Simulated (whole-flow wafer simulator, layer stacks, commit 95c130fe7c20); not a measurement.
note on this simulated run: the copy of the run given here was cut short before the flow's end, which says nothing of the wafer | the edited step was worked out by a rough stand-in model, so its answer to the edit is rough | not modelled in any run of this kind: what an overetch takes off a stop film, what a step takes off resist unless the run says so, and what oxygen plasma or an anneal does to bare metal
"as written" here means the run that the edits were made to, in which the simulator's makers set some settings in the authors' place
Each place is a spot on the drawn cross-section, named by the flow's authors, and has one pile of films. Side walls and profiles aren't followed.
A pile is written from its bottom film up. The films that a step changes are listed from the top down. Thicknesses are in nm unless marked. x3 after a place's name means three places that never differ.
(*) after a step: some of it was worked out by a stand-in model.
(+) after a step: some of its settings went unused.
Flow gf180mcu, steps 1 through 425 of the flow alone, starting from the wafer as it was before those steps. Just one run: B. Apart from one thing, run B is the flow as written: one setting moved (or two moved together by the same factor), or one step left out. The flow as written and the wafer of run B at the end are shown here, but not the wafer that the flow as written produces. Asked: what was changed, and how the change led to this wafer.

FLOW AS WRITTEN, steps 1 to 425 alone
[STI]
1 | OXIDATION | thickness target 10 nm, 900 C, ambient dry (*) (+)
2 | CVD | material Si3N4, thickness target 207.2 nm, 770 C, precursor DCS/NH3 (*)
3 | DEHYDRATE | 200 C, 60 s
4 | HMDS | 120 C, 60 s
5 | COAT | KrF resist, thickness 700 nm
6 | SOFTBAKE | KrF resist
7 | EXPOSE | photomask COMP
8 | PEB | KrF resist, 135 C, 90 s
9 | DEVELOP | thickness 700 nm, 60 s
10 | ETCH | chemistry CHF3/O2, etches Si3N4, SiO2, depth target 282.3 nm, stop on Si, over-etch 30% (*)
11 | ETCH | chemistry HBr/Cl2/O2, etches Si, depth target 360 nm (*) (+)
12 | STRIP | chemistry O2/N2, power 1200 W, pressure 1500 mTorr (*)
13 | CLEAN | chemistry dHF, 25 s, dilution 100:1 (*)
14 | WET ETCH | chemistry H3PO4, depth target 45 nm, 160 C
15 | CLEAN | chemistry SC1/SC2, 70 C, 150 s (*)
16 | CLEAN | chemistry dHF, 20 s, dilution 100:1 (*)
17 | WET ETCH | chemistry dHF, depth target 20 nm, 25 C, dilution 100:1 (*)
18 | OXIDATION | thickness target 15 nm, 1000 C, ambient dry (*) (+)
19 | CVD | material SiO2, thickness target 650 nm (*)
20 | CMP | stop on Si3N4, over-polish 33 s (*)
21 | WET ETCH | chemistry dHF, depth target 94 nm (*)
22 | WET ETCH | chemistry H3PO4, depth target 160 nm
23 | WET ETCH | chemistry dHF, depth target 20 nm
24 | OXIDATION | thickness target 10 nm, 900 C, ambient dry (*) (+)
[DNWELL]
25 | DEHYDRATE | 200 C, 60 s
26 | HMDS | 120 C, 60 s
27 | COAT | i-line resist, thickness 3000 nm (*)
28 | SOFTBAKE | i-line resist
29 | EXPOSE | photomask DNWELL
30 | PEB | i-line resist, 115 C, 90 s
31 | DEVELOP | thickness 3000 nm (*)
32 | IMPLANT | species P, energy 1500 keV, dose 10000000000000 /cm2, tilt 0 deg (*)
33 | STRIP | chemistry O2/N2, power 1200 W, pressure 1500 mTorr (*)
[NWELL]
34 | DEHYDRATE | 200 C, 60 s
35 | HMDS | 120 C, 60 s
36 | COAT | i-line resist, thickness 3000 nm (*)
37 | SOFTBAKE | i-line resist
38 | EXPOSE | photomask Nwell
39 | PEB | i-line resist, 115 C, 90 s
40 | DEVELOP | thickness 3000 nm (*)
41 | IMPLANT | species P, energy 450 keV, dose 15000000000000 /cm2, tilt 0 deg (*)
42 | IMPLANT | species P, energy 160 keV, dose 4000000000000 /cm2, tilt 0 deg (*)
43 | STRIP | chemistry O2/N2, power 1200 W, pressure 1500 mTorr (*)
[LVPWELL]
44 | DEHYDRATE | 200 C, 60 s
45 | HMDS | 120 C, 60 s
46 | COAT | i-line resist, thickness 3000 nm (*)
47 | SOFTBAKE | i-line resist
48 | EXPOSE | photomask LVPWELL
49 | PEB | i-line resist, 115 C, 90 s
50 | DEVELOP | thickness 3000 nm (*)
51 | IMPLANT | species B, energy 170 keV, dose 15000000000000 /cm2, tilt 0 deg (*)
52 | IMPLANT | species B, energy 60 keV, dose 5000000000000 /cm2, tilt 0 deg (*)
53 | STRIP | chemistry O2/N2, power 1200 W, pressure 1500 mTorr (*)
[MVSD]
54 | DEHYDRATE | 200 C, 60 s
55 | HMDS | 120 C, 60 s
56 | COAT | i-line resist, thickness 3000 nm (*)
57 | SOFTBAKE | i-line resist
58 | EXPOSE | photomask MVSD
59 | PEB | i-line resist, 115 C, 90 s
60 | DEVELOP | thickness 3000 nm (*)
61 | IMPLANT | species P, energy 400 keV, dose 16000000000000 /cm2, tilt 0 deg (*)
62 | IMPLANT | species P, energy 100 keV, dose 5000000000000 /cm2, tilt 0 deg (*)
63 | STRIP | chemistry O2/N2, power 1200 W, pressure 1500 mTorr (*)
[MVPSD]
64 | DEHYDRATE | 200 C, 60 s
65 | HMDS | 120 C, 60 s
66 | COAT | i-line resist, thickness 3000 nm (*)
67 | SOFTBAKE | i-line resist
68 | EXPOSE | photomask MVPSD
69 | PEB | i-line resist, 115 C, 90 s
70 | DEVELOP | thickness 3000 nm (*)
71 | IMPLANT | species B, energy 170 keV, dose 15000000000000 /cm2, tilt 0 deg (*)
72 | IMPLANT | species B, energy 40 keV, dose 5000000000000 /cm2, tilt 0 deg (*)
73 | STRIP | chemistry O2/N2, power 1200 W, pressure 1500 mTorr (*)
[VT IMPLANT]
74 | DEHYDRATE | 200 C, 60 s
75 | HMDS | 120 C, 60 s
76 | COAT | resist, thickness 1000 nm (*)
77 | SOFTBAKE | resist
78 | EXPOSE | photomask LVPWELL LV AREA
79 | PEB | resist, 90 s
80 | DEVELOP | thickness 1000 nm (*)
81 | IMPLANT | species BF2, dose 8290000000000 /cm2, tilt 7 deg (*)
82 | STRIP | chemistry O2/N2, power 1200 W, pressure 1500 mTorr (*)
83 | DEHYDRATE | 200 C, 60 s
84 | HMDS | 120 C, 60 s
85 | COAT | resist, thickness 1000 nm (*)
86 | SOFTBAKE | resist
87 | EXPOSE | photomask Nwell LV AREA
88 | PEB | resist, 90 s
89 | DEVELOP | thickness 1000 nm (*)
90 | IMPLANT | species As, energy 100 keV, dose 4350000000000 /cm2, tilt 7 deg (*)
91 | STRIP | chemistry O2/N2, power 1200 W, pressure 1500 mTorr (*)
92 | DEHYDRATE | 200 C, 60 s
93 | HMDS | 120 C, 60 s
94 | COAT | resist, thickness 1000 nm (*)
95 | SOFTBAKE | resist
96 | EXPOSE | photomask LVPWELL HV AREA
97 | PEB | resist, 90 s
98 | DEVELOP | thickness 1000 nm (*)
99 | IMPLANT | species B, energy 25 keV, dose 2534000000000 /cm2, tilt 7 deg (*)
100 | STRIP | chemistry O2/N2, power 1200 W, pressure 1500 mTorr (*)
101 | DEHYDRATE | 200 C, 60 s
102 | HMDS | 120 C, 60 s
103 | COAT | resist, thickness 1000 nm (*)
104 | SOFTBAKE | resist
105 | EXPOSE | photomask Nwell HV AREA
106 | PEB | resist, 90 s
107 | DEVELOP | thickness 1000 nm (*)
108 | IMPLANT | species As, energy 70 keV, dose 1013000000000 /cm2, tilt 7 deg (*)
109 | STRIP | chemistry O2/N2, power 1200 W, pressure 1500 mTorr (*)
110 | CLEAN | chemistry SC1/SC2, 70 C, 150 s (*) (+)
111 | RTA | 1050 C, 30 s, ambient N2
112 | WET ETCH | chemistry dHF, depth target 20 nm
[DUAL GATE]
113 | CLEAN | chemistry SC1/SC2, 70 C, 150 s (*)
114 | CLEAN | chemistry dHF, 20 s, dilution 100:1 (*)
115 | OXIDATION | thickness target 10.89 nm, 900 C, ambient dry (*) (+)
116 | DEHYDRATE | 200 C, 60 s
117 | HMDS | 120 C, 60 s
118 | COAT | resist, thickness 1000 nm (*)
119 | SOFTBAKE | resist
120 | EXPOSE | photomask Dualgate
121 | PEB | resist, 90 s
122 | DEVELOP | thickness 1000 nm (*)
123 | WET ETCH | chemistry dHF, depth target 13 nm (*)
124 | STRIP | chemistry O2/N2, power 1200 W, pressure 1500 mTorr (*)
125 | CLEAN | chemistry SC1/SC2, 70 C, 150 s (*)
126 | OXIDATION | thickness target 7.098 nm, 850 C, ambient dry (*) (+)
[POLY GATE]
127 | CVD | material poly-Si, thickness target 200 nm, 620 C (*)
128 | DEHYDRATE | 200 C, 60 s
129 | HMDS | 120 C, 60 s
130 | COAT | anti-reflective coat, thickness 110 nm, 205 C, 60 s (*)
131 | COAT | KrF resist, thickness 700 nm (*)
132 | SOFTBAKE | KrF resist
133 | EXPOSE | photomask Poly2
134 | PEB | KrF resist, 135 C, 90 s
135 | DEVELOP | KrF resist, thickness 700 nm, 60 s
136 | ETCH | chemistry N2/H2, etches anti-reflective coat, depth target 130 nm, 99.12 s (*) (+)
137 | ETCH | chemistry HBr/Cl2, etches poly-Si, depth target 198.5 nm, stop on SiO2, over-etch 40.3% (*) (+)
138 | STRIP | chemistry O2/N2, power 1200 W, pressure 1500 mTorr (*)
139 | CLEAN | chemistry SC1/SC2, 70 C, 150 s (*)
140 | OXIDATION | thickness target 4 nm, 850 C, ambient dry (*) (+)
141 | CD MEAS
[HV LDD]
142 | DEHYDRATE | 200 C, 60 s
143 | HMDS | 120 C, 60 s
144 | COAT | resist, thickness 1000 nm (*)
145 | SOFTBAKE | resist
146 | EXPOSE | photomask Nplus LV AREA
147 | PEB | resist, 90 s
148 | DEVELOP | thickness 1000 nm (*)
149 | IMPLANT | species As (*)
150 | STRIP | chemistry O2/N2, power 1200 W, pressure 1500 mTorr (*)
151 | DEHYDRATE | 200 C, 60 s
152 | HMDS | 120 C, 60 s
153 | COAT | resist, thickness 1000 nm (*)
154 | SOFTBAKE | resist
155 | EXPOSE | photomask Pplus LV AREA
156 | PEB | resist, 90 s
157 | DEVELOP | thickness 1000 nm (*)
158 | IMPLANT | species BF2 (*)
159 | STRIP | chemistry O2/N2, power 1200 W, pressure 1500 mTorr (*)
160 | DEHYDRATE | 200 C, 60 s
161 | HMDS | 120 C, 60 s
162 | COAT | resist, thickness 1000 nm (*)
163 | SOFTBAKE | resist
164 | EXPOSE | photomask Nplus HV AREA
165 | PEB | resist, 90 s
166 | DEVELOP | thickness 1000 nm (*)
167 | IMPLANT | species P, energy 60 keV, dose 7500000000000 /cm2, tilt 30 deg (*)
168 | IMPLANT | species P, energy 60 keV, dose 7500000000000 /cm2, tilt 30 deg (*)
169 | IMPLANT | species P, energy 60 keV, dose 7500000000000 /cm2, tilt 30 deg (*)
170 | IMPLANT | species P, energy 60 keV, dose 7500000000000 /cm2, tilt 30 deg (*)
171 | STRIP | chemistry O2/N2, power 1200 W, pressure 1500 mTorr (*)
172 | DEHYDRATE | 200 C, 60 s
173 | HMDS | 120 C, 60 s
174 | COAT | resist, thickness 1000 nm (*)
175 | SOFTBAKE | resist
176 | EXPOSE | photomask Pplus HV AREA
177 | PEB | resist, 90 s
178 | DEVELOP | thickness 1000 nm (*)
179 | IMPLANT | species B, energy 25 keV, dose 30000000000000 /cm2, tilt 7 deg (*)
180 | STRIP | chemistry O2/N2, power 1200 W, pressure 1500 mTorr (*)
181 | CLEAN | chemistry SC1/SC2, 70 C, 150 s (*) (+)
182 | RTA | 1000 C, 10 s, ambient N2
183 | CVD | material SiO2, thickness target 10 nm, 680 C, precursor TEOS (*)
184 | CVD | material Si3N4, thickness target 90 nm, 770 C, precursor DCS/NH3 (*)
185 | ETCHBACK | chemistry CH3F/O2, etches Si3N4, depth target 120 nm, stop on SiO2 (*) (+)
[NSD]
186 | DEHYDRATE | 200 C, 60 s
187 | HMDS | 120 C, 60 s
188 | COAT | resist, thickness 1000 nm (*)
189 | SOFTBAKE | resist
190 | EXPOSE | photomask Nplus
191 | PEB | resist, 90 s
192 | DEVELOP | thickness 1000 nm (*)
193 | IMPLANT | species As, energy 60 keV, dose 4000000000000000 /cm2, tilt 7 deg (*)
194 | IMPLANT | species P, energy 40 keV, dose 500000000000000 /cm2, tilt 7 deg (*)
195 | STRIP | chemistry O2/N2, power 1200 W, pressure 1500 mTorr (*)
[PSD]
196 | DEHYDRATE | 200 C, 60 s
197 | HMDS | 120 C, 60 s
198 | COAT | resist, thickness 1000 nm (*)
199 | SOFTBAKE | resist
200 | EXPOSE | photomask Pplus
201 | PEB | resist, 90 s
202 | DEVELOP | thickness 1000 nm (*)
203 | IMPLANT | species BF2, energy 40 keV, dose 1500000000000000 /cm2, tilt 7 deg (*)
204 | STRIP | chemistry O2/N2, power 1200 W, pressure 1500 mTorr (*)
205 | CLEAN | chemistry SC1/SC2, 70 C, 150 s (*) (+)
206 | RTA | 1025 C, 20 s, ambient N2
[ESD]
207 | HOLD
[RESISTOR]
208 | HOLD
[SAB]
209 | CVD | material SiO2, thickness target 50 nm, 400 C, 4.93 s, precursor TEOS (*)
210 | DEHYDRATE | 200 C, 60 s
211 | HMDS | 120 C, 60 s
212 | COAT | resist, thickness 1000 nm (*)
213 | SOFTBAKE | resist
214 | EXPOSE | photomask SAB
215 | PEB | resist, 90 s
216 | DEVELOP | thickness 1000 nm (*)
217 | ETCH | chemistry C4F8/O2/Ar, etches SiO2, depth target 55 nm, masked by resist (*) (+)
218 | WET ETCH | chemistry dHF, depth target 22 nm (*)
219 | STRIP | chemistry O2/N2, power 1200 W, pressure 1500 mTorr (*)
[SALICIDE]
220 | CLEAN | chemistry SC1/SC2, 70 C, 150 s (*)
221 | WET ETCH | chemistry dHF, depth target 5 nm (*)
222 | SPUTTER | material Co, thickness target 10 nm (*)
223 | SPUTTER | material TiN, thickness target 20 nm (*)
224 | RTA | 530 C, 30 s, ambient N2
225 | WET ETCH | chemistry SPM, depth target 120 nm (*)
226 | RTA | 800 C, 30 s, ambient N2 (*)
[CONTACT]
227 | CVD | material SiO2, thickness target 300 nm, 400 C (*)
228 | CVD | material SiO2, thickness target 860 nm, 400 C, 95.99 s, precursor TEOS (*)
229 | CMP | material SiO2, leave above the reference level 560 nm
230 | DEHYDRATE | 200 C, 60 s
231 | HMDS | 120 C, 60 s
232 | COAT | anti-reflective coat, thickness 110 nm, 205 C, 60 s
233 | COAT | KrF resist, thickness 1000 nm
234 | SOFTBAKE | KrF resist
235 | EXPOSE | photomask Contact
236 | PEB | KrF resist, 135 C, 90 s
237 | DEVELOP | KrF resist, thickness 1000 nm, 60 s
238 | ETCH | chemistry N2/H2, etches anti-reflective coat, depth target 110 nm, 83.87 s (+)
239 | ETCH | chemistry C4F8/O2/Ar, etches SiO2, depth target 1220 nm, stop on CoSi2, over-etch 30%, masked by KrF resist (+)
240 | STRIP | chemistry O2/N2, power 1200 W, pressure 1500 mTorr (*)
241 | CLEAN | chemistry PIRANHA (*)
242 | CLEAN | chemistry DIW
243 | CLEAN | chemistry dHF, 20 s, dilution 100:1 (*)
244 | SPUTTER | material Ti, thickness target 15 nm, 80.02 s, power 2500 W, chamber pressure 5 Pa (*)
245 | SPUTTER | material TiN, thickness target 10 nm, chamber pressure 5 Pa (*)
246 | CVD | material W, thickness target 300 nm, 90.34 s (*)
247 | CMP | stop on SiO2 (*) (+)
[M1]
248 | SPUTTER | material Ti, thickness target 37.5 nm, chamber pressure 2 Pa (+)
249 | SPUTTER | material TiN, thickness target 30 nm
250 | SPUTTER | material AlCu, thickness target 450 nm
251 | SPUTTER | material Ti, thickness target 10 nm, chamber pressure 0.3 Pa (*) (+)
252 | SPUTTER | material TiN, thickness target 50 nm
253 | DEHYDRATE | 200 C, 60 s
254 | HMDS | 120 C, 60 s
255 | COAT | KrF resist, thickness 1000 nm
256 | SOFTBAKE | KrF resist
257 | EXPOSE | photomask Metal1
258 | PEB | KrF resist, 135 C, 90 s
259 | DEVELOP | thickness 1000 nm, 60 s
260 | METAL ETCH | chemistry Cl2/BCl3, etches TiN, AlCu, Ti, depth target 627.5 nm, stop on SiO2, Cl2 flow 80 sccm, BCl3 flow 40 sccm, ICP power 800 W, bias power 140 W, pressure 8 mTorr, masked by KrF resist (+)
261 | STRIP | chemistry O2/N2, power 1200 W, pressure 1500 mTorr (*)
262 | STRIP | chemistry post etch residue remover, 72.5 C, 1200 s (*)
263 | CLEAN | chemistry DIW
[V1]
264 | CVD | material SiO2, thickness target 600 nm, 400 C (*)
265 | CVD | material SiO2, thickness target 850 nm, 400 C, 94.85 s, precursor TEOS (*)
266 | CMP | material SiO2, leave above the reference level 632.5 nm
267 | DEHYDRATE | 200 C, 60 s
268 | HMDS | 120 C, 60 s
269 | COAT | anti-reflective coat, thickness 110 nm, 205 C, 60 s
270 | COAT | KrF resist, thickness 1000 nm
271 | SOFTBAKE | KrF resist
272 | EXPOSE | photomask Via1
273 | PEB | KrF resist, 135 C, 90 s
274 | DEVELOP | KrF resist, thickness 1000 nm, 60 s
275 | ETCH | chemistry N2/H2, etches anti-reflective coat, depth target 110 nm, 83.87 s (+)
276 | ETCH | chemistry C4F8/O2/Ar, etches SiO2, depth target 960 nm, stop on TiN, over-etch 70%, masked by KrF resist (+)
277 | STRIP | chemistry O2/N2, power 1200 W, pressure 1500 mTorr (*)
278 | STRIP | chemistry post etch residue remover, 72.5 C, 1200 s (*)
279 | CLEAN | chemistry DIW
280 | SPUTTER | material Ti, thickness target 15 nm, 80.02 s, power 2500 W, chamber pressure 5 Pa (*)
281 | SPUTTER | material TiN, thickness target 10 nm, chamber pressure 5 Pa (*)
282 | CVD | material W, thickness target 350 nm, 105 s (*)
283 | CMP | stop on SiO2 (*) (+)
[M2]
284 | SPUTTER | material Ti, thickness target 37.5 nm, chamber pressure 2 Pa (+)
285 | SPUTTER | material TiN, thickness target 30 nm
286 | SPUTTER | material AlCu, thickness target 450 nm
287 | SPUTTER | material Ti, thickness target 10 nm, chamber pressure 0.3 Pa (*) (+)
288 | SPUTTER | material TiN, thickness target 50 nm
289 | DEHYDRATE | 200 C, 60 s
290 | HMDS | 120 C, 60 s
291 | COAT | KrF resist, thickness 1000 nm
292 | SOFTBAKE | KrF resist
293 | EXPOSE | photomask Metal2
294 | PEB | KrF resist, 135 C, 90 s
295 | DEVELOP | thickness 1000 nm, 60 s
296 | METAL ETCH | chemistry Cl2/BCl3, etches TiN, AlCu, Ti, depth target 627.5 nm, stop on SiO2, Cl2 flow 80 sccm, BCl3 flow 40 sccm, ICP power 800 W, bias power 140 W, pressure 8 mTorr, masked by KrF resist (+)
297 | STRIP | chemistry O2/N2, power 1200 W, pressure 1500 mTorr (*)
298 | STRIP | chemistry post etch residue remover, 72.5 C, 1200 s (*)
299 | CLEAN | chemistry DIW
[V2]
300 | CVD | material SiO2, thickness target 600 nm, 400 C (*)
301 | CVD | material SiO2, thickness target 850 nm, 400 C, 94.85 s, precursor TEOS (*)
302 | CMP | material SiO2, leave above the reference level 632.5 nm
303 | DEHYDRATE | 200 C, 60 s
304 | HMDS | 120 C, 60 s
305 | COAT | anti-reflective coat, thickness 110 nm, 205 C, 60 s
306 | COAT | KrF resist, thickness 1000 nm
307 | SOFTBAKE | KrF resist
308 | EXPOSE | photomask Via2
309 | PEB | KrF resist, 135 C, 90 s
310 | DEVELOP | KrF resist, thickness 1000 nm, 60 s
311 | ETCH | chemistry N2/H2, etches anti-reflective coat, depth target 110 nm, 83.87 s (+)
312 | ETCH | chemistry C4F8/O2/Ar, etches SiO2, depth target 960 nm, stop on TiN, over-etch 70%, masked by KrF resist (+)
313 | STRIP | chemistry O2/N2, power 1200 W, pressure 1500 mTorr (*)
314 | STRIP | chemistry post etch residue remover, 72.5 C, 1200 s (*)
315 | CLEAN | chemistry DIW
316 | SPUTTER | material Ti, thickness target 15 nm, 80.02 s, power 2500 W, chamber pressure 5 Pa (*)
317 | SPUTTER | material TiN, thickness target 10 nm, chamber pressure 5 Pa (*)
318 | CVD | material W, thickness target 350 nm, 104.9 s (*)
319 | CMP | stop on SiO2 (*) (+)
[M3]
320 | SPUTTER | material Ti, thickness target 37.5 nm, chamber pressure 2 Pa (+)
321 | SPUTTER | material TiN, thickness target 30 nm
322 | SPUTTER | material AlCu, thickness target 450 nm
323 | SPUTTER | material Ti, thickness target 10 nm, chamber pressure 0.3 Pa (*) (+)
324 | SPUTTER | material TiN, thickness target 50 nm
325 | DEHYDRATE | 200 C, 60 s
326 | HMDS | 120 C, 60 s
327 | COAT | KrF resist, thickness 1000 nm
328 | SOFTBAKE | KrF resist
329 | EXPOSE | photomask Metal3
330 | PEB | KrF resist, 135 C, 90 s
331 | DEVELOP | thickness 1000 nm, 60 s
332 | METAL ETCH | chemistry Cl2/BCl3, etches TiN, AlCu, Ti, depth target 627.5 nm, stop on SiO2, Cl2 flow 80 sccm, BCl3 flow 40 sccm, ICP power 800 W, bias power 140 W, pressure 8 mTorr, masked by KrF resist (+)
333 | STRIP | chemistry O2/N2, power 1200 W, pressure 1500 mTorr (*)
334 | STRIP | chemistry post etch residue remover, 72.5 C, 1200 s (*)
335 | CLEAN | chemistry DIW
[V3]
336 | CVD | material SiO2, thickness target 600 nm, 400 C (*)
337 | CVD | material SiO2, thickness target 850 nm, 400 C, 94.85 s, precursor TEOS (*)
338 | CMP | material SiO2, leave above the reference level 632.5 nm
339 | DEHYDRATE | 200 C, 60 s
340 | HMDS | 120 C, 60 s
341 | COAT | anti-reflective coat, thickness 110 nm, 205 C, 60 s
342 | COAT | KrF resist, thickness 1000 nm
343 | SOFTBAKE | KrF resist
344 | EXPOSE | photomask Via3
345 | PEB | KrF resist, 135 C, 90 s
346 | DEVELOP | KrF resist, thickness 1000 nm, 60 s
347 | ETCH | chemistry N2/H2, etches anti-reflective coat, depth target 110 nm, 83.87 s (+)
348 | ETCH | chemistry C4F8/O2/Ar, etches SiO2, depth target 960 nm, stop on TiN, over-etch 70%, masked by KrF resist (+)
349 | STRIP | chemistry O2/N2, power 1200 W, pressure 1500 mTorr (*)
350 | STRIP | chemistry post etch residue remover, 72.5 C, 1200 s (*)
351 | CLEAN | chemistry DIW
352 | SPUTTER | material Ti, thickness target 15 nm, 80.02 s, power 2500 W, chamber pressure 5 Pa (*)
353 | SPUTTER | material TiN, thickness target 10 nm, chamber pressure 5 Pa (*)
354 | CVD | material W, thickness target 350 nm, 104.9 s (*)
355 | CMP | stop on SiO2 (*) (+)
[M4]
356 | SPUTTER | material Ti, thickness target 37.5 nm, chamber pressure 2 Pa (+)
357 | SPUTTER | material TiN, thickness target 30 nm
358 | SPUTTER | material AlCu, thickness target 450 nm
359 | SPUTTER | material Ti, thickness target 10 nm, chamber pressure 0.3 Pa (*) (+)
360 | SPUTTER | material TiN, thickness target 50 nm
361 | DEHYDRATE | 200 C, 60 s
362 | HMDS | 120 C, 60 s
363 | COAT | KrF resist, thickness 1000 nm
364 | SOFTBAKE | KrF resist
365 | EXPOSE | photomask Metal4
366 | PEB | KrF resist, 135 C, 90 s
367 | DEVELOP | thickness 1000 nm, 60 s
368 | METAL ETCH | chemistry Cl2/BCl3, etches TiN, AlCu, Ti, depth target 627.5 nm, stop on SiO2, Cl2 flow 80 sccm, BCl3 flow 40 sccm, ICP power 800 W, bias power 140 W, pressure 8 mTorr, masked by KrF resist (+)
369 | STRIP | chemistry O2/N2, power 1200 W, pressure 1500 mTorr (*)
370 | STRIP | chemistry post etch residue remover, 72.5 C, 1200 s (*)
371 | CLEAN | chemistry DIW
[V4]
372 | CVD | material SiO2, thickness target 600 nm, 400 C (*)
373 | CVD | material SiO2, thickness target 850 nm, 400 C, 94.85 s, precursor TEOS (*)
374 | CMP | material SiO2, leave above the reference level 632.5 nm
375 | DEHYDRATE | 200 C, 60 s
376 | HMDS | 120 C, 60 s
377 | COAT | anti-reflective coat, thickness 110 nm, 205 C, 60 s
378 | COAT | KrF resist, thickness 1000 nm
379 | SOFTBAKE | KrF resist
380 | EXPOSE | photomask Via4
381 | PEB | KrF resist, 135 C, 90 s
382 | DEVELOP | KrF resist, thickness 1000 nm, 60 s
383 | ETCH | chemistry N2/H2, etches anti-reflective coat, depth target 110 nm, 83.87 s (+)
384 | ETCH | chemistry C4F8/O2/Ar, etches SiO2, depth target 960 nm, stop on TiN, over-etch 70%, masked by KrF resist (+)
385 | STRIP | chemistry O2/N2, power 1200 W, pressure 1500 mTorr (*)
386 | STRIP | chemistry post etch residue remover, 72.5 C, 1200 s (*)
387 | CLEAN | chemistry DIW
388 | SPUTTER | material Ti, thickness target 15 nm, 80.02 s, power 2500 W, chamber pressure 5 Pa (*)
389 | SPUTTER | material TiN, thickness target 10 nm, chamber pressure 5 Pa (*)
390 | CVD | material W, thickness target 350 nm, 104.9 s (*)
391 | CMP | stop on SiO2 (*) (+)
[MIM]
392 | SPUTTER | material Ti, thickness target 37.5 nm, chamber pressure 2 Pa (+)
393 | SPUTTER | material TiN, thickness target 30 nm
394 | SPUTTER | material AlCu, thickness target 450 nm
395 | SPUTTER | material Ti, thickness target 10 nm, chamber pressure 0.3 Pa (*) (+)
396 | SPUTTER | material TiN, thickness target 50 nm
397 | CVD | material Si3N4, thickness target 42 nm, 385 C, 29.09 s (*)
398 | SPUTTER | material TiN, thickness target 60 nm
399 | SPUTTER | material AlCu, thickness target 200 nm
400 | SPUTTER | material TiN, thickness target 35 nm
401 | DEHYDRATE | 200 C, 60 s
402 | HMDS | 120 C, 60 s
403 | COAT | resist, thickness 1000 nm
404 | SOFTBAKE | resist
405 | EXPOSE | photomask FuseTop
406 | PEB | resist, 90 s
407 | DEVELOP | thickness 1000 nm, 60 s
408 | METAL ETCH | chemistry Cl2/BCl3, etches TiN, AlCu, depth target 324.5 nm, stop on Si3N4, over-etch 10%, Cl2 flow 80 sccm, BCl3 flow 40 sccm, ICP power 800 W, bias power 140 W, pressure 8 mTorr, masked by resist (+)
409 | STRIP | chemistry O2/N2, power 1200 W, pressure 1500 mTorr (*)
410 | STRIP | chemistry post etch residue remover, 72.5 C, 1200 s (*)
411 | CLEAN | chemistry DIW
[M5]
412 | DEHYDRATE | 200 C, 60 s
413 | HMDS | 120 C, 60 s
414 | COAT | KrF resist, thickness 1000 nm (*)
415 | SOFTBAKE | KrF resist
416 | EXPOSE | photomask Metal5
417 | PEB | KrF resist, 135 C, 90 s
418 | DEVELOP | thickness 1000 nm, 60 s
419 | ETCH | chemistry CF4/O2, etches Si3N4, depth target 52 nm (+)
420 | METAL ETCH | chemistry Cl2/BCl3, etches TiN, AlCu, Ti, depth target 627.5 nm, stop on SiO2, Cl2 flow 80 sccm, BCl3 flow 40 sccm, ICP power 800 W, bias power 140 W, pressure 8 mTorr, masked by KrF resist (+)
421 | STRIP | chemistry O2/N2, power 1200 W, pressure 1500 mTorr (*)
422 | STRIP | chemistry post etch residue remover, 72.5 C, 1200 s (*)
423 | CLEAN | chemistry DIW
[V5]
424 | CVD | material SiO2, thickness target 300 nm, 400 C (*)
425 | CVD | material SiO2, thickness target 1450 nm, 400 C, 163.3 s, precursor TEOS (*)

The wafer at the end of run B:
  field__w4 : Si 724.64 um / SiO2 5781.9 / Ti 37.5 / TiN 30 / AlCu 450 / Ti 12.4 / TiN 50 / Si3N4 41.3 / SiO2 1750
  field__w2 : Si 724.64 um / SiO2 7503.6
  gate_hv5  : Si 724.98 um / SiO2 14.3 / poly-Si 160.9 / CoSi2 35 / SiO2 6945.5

What caused this: step 395, SPUTTER: thickness target 12.4 nm was run, while the flow as written has thickness target 10 nm.
The wafer itself shows it: field__w4 has Ti 12.4, and step 395 as written asks for 10 nm.

Step by step, how the change led to this:
  395 | SPUTTER | material Ti, thickness target 10 nm, chamber pressure 0.3 Pa (*) (+)
      field, field__w1, field__w2 and 108 more: Ti gains 12.4 (new film) (in the flow as written it would be: Ti gains 10 (new film))
  420 | METAL ETCH | chemistry Cl2/BCl3, etches TiN, AlCu, Ti, depth target 627.5 nm, stop on SiO2, Cl2 flow 80 sccm, BCl3 flow 40 sccm, ICP power 800 W, bias power 140 W, pressure 8 mTorr, masked by KrF resist (+)
      field, field__w1, field__w2 and 101 more: TiN loses 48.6 (all of it), Ti loses 12.4 (all of it), AlCu loses 450 (all of it), TiN loses 30 (all of it), Ti loses 37.5 (all of it) (in the flow as written it would be: TiN loses 48.6 (all of it), Ti loses 10 (all of it), AlCu loses 450 (all of it), TiN loses 30 (all of it), Ti loses 37.5 (all of it))
